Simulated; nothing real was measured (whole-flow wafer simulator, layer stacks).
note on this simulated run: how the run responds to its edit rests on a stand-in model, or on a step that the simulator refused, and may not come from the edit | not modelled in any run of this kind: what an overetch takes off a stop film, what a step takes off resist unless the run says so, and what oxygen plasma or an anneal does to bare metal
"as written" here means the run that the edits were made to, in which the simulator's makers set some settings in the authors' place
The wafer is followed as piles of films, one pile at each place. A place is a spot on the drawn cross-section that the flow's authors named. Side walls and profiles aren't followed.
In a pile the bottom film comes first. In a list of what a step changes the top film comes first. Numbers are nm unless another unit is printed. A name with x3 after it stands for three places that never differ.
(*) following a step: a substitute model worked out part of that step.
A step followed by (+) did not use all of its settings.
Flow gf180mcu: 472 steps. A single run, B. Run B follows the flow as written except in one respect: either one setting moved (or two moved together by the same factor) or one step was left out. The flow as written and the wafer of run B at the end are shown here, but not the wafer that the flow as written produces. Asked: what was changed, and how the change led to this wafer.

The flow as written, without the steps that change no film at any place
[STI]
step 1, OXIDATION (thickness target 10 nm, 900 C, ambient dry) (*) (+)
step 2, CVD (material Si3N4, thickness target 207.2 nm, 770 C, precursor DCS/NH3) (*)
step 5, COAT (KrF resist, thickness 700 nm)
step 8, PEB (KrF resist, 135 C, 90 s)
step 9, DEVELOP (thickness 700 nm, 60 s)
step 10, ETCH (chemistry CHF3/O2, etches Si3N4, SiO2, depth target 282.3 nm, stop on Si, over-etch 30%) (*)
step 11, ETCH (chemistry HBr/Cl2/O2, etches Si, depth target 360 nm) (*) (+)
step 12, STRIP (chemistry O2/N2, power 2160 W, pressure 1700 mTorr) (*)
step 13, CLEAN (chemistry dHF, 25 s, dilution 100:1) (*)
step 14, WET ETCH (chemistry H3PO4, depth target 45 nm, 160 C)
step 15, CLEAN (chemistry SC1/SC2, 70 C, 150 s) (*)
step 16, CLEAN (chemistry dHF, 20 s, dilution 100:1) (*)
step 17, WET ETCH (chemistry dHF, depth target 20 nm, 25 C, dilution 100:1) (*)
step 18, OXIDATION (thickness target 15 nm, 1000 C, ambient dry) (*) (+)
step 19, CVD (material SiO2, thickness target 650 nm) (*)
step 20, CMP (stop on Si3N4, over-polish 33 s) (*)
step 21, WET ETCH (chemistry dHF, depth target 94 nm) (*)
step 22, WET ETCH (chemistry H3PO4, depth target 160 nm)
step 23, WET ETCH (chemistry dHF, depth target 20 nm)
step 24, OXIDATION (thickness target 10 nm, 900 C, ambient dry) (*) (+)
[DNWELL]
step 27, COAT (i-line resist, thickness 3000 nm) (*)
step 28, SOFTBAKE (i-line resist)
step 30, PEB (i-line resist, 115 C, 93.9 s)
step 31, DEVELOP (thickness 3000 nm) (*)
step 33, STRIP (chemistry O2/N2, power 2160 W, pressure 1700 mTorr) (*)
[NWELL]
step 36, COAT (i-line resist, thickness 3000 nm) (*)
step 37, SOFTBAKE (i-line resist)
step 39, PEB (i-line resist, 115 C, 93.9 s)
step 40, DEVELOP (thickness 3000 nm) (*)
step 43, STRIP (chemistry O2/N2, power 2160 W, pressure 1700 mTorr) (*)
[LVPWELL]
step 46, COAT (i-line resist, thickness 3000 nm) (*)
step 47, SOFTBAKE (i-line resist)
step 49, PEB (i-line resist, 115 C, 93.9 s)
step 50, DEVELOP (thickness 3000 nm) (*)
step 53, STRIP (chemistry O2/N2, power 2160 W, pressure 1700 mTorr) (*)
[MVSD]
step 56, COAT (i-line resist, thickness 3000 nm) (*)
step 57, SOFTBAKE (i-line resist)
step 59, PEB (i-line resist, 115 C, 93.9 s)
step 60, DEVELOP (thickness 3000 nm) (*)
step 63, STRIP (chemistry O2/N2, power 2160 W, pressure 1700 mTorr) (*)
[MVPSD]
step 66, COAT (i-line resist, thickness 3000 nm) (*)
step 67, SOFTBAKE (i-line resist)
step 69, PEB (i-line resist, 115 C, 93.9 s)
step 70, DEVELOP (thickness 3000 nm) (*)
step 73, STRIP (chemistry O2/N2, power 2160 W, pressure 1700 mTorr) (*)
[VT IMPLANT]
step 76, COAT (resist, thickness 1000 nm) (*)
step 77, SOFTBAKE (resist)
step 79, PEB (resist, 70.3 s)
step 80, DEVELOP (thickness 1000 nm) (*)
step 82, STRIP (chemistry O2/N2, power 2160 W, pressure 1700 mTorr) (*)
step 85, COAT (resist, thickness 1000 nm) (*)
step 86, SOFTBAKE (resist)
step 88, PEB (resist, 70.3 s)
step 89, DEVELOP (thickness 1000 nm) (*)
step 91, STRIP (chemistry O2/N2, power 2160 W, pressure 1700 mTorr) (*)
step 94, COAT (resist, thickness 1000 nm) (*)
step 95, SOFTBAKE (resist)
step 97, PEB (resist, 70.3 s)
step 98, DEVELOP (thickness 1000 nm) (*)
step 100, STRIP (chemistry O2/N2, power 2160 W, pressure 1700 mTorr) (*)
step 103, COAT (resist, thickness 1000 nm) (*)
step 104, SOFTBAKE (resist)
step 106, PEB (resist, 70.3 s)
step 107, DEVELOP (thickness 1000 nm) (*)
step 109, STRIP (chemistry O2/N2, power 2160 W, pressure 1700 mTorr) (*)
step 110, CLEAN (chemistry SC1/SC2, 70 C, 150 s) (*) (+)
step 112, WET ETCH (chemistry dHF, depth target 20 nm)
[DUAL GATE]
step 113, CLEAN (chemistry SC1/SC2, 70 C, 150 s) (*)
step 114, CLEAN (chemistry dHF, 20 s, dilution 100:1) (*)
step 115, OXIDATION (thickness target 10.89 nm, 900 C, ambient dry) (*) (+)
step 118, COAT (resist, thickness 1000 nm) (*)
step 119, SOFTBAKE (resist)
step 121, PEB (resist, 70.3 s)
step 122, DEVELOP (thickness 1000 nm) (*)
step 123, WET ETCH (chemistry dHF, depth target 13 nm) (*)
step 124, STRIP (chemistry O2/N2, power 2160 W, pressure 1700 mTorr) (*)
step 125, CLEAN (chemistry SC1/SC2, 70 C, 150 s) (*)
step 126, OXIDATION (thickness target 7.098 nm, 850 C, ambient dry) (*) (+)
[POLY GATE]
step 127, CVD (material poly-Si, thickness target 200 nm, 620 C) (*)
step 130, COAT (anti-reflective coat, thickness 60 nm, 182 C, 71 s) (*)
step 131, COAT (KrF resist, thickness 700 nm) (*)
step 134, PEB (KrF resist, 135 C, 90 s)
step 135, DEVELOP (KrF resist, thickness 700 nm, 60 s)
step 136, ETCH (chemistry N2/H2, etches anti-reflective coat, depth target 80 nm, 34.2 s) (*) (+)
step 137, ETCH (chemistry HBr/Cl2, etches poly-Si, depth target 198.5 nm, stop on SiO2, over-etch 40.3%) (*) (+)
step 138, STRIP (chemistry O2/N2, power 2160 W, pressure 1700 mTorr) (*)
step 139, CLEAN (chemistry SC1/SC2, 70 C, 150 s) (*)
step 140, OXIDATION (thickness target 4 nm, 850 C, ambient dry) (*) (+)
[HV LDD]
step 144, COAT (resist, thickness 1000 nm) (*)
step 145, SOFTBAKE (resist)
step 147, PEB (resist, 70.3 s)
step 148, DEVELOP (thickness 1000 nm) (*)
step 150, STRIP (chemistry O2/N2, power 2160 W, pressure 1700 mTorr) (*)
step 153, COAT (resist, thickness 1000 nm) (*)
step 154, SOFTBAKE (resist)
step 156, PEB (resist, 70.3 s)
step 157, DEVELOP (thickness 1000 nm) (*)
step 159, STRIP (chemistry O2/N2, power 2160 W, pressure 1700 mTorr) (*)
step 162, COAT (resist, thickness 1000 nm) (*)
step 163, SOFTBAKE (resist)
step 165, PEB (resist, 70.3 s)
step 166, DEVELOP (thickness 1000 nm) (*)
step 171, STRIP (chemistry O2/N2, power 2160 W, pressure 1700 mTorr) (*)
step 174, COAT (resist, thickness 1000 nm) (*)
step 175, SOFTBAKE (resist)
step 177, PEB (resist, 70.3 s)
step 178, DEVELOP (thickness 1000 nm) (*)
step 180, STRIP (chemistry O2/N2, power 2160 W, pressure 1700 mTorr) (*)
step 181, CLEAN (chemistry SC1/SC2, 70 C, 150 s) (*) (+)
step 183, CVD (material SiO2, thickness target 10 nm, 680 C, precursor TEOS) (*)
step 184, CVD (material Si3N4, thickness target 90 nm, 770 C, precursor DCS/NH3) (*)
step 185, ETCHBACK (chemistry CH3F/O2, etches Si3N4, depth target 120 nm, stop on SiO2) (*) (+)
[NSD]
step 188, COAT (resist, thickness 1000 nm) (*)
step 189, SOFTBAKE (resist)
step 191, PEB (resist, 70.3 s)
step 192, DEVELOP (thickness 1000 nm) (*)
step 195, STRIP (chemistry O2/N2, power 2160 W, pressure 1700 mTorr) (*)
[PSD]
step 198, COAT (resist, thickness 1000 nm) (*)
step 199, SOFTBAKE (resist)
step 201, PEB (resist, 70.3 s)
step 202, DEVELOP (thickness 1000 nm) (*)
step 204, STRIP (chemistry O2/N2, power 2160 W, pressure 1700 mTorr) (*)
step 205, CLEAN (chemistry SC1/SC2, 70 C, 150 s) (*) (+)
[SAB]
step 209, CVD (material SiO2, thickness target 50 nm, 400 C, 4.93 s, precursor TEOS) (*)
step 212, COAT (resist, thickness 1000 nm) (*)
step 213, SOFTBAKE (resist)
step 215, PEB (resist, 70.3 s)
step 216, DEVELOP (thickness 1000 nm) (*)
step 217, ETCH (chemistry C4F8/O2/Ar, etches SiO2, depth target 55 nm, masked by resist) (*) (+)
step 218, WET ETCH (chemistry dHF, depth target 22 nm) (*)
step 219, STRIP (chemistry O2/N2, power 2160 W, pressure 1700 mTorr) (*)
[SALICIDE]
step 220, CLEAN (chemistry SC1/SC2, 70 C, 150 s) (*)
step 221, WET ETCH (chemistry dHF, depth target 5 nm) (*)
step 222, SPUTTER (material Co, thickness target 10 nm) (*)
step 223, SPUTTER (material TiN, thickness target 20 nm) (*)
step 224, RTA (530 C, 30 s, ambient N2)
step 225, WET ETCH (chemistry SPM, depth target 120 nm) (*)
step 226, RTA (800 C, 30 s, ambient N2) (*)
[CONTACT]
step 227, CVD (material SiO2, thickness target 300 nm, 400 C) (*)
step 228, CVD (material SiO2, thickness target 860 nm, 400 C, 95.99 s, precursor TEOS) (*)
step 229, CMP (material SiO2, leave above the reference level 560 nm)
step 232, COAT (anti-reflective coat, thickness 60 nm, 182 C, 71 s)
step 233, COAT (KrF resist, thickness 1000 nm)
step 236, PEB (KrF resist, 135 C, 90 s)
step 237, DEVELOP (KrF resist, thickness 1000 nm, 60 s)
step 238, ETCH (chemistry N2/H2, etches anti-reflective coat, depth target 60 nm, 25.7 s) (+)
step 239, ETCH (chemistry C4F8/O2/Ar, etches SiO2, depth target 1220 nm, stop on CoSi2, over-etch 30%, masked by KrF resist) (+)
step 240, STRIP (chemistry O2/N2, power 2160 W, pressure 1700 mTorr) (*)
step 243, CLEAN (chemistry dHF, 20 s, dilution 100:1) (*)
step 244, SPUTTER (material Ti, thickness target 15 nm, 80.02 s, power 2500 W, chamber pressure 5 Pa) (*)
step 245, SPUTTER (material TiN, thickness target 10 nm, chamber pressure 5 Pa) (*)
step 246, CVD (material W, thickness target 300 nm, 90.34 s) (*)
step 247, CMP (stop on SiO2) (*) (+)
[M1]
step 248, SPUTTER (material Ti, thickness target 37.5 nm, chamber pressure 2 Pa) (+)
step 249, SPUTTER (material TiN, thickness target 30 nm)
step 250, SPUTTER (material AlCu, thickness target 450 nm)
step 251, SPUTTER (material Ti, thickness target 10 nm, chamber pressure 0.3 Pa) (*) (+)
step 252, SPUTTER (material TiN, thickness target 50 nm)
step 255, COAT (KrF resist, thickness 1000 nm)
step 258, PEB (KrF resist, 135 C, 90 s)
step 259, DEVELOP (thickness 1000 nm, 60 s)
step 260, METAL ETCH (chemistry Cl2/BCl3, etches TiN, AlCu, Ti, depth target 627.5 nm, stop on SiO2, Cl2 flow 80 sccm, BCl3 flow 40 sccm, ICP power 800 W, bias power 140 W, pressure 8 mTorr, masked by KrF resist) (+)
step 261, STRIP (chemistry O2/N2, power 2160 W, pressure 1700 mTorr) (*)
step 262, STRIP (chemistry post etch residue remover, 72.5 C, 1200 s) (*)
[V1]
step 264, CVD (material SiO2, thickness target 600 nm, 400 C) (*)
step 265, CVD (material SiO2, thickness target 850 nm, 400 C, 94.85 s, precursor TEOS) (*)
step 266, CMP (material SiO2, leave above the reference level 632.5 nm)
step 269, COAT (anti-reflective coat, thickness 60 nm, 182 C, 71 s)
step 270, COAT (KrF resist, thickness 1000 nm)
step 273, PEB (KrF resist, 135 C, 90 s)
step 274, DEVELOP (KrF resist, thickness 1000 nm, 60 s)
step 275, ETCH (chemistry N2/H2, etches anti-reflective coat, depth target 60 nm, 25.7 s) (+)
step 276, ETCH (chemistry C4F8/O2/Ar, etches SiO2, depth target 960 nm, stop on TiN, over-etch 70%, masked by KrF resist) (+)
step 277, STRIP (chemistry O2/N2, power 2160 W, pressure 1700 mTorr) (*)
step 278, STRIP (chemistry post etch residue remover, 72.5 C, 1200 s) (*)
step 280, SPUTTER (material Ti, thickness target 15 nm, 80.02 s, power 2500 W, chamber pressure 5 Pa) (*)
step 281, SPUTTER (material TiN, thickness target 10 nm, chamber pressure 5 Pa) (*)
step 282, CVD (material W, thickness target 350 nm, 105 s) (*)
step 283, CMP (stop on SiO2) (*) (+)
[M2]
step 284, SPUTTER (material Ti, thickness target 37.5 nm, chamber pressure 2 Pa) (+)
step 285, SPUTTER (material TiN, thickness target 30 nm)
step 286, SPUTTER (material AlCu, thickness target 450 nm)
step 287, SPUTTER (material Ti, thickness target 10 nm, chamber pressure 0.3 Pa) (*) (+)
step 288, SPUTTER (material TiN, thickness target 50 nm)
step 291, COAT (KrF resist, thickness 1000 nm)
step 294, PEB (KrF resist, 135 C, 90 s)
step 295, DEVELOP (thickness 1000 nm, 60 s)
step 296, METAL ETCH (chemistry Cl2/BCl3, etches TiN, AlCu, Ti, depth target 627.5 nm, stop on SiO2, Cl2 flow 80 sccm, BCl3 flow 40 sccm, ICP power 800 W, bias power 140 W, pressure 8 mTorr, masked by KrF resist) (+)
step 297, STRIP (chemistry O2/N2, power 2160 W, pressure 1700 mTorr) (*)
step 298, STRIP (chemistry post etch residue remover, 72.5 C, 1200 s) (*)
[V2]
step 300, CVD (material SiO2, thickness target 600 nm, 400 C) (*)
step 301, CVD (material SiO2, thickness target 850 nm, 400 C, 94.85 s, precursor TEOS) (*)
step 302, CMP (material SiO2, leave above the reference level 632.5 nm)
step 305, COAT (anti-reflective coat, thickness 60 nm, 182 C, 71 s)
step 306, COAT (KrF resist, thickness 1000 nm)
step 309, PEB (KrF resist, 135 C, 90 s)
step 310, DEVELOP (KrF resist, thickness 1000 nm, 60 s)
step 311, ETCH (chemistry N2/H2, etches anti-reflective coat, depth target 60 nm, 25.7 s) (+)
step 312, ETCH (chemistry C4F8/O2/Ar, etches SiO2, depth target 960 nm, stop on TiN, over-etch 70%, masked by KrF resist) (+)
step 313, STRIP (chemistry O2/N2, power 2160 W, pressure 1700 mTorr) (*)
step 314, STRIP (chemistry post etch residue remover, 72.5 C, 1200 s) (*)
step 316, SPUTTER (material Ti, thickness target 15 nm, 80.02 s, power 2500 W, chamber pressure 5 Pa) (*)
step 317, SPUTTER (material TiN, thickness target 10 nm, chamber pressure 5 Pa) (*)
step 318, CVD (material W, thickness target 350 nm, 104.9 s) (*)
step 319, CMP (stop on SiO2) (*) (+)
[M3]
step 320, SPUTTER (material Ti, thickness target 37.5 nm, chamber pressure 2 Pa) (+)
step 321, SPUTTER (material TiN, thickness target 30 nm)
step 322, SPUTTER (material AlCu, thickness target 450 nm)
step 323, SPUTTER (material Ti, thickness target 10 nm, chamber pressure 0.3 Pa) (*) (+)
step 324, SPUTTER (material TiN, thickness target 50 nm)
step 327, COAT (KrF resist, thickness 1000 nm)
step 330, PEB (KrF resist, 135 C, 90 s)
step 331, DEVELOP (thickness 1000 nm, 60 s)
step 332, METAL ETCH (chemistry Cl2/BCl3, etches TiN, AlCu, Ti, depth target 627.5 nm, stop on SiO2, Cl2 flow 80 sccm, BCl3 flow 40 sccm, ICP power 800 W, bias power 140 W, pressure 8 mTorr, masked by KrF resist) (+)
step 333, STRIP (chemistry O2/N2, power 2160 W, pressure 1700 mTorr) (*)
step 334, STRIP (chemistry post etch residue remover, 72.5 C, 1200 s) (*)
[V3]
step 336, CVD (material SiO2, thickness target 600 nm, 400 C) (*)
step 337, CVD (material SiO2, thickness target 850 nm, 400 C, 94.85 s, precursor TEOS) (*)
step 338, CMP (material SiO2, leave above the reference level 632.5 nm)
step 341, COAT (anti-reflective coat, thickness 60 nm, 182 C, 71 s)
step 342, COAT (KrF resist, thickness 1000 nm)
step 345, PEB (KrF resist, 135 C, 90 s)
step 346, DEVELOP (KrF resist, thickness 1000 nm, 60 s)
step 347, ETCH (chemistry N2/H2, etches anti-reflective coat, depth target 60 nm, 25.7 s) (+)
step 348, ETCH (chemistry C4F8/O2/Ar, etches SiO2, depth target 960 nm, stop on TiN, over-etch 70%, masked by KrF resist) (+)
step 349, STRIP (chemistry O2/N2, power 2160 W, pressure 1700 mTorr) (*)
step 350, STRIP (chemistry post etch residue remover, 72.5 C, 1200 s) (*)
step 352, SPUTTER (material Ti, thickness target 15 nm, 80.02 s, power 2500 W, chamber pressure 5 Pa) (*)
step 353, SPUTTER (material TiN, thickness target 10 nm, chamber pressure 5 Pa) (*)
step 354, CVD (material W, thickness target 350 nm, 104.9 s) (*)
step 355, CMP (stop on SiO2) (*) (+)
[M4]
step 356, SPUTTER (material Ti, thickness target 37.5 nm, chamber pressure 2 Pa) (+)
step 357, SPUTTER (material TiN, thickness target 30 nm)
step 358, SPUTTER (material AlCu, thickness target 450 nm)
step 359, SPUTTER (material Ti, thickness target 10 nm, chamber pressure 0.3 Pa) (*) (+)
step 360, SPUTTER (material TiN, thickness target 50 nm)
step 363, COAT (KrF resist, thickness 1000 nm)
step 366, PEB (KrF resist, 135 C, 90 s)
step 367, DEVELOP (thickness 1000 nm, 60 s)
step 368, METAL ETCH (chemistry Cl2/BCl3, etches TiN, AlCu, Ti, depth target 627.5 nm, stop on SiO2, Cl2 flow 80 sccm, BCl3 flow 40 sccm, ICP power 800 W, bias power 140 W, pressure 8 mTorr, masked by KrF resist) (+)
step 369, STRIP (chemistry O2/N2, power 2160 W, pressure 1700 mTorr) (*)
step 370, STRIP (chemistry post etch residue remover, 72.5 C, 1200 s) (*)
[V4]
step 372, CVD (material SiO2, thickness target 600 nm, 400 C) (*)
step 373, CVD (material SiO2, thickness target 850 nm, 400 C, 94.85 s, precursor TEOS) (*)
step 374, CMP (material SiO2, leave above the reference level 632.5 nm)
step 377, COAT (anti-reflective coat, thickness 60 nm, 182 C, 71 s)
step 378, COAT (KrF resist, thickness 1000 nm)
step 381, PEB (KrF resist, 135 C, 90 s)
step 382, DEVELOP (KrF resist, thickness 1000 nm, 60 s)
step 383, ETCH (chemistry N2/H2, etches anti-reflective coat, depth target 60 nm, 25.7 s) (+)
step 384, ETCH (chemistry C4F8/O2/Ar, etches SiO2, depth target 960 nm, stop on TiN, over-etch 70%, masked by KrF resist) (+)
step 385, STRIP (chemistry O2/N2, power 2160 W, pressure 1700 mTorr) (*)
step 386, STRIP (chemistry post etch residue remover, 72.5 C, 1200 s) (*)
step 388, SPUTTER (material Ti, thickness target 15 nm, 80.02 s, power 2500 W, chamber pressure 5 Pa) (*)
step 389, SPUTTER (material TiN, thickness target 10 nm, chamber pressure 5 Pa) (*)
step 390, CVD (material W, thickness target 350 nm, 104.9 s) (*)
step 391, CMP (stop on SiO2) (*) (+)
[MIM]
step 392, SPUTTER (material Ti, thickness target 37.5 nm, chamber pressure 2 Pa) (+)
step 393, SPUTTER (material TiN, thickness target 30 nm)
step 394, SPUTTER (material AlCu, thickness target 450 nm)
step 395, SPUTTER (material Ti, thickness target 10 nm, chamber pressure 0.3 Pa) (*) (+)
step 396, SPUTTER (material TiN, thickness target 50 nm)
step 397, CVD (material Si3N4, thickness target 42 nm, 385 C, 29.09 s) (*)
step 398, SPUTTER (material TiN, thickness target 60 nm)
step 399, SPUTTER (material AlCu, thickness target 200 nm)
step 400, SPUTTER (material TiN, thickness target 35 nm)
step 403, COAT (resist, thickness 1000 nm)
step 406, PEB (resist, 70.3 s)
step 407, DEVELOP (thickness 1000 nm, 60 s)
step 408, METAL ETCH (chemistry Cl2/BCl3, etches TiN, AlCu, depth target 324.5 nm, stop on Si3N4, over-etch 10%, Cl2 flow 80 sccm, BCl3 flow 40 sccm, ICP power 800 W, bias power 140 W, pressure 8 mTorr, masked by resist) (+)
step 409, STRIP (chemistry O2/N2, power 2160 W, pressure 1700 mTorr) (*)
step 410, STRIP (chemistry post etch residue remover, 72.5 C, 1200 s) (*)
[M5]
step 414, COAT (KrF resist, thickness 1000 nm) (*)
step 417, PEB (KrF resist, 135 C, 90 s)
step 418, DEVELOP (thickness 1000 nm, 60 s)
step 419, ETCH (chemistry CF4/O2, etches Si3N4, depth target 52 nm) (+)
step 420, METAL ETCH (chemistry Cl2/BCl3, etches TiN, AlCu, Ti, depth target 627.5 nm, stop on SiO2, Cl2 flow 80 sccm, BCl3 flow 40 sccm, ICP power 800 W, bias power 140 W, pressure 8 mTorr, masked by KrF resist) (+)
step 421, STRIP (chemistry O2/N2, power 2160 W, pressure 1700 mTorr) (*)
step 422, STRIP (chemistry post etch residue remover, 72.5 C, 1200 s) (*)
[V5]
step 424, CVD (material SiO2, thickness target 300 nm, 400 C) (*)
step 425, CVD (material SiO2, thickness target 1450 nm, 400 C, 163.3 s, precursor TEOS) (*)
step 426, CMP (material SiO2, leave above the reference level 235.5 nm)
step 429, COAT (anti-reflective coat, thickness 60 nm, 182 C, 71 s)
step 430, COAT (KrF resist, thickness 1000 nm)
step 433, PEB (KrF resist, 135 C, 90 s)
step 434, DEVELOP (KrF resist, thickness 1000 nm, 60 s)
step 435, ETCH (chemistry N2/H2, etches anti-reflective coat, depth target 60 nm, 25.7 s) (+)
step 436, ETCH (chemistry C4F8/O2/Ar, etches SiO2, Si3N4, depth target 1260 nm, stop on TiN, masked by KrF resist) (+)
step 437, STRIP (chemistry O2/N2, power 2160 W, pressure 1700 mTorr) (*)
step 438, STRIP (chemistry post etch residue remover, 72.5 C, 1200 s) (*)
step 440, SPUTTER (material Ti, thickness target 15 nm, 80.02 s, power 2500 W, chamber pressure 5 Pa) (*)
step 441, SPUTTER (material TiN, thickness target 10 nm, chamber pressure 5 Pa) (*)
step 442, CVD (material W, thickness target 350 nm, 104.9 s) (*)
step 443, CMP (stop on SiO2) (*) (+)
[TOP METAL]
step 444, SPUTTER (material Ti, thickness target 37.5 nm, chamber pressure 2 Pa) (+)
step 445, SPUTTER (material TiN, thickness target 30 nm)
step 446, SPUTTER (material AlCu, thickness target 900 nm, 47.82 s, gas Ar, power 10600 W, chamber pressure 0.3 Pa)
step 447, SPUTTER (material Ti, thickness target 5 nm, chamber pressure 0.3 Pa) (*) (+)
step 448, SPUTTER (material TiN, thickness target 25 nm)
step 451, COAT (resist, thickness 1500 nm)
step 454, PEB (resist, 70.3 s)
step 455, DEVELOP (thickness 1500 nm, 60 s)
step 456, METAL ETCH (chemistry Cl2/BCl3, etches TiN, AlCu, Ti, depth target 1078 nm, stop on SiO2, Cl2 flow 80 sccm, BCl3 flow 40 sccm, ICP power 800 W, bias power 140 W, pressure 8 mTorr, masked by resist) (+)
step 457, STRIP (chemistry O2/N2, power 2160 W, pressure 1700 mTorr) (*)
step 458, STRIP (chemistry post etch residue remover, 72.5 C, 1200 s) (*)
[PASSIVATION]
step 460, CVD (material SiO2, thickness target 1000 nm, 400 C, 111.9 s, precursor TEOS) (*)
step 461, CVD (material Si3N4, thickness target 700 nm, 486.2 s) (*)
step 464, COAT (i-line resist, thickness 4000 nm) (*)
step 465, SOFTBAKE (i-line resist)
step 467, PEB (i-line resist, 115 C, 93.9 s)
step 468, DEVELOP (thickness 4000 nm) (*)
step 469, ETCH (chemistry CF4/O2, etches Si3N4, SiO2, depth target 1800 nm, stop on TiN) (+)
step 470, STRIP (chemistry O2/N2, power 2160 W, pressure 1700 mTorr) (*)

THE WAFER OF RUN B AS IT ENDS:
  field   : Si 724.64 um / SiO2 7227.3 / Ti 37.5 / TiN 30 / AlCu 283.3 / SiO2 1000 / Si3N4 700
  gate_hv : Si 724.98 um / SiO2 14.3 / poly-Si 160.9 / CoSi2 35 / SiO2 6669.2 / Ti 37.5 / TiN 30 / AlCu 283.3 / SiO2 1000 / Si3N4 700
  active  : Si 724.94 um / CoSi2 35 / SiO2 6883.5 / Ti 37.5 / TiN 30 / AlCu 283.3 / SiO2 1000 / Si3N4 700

The reason: step 446, SPUTTER: 70.53 s was run, while the flow as written has 47.82 s.

The path from the change to this, step by step:
  step 446, SPUTTER (material AlCu, thickness target 900 nm, 47.82 s, gas Ar, power 10600 W, chamber pressure 0.3 Pa)
      field, field__w1, field__w2 and 109 more: AlCu gains 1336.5 (new film) (in the flow as written it would be: AlCu gains 900 (new film))
  step 456, METAL ETCH (chemistry Cl2/BCl3, etches TiN, AlCu, Ti, depth target 1078 nm, stop on SiO2, Cl2 flow 80 sccm, BCl3 flow 40 sccm, ICP power 800 W, bias power 140 W, pressure 8 mTorr, masked by resist) (+)
      field, field__w1, field__w2 and 103 more: TiN loses 25 (all of it), Ti loses 5 (all of it), AlCu loses 1047.5 (in the flow as written it would be: TiN loses 25 (all of it), Ti loses 5 (all of it), AlCu loses 900 (all of it), TiN loses 30 (all of it), Ti loses 37.5 (all of it))
  step 458, STRIP (chemistry post etch residue remover, 72.5 C, 1200 s) (*)
      field, field__w1, field__w2 and 103 more: AlCu loses 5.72 (in the flow as written it would be: nothing)
  step 460, CVD (material SiO2, thickness target 1000 nm, 400 C, 111.9 s, precursor TEOS) (*)
      field, field__w1, field__w2 and 103 more: SiO2 gains 1000 (new film) (in the flow as written it would be: SiO2 gains 1000)
  step 464, COAT (i-line resist, thickness 4000 nm) (*)
      field__w8: i-line resist gains 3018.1 (new film) (in the flow as written it would be: i-line resist gains 3093.1 (new film))
      contact: i-line resist gains 3059.2 (new film) (in the flow as written it would be: i-line resist gains 3153.6 (new film))
      (also at 4 further places)
  step 465, SOFTBAKE (i-line resist)
      ld_acc_p, ld_fp_p, ld_drift_p: i-line resist gains 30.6 (in the flow as written it would be: i-line resist gains 33.8)
      field__w1: i-line resist loses 16 (in the flow as written it would be: i-line resist loses 14.6)
      (also at 56 further places)
  step 467, PEB (i-line resist, 115 C, 93.9 s)
      field__w8, m1__w1: i-line resist loses 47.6 (in the flow as written it would be: i-line resist loses 49.2)
      contact, m1: i-line resist loses 47.9 (in the flow as written it would be: i-line resist loses 49.6)
      (also at 2 further places)
  step 468, DEVELOP (thickness 4000 nm) (*)
      pad: i-line resist loses 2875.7 (all of it) (in the flow as written it would be: i-line resist loses 2960.4 (all of it))
  step 470, STRIP (chemistry O2/N2, power 2160 W, pressure 1700 mTorr) (*)
      field__w8: i-line resist loses 1694 (all of it) (in the flow as written it would be: i-line resist loses 1775.9 (all of it))
      contact: i-line resist loses 1709.2 (all of it) (in the flow as written it would be: i-line resist loses 1798.3 (all of it))
      (also at 3 further places)
With metal films that touch counted as one body, field has 1 body; the flow as written gives 0 bodies.
With metal films that touch counted as one body, gate_hv has 2 bodies (between them, from the top down: SiO2 6669.2); the flow as written gives 1 body.
With metal films that touch counted as one body, active has 2 bodies (between them, from the top down: SiO2 6883.5); the flow as written gives 1 body.
